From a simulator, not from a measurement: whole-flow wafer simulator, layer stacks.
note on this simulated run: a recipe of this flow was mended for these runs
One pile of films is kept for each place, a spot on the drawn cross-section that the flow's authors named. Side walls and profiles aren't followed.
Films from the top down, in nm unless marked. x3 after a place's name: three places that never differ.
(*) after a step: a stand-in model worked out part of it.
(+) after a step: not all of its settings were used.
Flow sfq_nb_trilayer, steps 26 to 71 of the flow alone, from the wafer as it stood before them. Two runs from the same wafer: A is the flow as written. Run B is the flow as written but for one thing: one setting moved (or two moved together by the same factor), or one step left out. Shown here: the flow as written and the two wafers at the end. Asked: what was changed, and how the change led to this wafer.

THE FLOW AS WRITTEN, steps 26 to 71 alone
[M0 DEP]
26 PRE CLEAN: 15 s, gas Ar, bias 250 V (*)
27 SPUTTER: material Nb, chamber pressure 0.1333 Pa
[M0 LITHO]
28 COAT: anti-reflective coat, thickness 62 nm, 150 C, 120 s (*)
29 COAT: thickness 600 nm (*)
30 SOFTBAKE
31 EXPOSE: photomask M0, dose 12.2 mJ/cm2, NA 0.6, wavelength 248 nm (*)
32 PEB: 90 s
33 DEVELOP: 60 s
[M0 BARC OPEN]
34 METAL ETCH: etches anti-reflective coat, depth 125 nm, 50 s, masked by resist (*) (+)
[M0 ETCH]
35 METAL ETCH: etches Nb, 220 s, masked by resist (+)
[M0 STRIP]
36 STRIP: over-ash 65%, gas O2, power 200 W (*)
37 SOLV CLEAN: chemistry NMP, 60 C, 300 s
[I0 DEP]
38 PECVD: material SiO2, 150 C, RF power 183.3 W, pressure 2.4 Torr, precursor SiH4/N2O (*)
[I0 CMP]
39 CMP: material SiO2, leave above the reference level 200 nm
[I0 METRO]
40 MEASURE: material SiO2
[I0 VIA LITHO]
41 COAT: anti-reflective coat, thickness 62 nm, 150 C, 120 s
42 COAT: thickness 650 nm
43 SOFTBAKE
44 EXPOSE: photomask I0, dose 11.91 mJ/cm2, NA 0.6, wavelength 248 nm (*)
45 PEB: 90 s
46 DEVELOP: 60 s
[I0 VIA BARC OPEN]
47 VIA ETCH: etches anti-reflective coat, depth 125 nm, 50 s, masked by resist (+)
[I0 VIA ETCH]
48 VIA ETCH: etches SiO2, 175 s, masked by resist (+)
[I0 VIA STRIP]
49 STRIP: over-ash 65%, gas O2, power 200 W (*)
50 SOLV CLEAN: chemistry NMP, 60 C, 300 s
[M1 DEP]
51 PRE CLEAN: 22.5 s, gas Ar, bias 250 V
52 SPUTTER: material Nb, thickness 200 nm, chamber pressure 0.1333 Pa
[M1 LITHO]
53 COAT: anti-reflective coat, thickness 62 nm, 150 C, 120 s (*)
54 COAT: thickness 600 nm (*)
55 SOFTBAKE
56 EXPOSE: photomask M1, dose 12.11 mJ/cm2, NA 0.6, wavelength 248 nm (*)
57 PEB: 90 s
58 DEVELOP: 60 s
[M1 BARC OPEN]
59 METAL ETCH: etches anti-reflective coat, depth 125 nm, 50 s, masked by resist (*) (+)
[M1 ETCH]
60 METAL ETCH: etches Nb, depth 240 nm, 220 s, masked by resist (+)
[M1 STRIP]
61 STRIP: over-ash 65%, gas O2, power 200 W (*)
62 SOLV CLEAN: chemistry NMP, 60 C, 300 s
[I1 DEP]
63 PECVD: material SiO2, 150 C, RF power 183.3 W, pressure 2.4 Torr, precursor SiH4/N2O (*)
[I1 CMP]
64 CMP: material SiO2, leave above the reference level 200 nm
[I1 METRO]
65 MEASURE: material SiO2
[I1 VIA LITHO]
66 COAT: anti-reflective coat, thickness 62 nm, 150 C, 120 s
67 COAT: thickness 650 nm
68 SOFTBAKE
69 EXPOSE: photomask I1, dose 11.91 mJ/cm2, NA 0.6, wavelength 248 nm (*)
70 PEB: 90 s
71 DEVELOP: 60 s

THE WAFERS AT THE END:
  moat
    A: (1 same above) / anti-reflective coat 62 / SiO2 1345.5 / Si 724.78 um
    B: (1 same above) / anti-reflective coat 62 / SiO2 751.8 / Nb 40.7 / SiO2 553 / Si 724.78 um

The cause: step 35, METAL ETCH: 146 s was run, where the flow has 220 s.

How the change led to this, step by step:
  35 METAL ETCH: etches Nb, 220 s, masked by resist (+)
      moat, m0r_space_l x2: A Nb -200 (all of it), SiO2 -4 | B Nb -159.3
      field_l, v_sur, via_wl and 100 more: A KrF-resist-other-grade -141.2 | B KrF-resist-other-grade -93.7
  36 STRIP: over-ash 65%, gas O2, power 200 W (*)
      p4_fl x53, wl_j_sl x16, wl_d_sl x2: A KrF-resist-other-grade -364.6 (all of it), anti-reflective coat -62 (all of it) | B KrF-resist-other-grade -412.1 (all of it), anti-reflective coat -62 (all of it)
      jj_sur, ce_l, res, r_end: A KrF-resist-other-grade -370.5 (all of it), anti-reflective coat -63.7 (all of it) | B KrF-resist-other-grade -418 (all of it), anti-reflective coat -63.7 (all of it)
      (and at 28 more places)
  38 PECVD: material SiO2, 150 C, RF power 183.3 W, pressure 2.4 Torr, precursor SiH4/N2O (*)
      moat, m0r_space_l x2: A SiO2 +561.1 | B SiO2 +516.3 (new film)
Counting metal films that touch as one body, moat has 1 body; the flow as written gives 0 bodies.
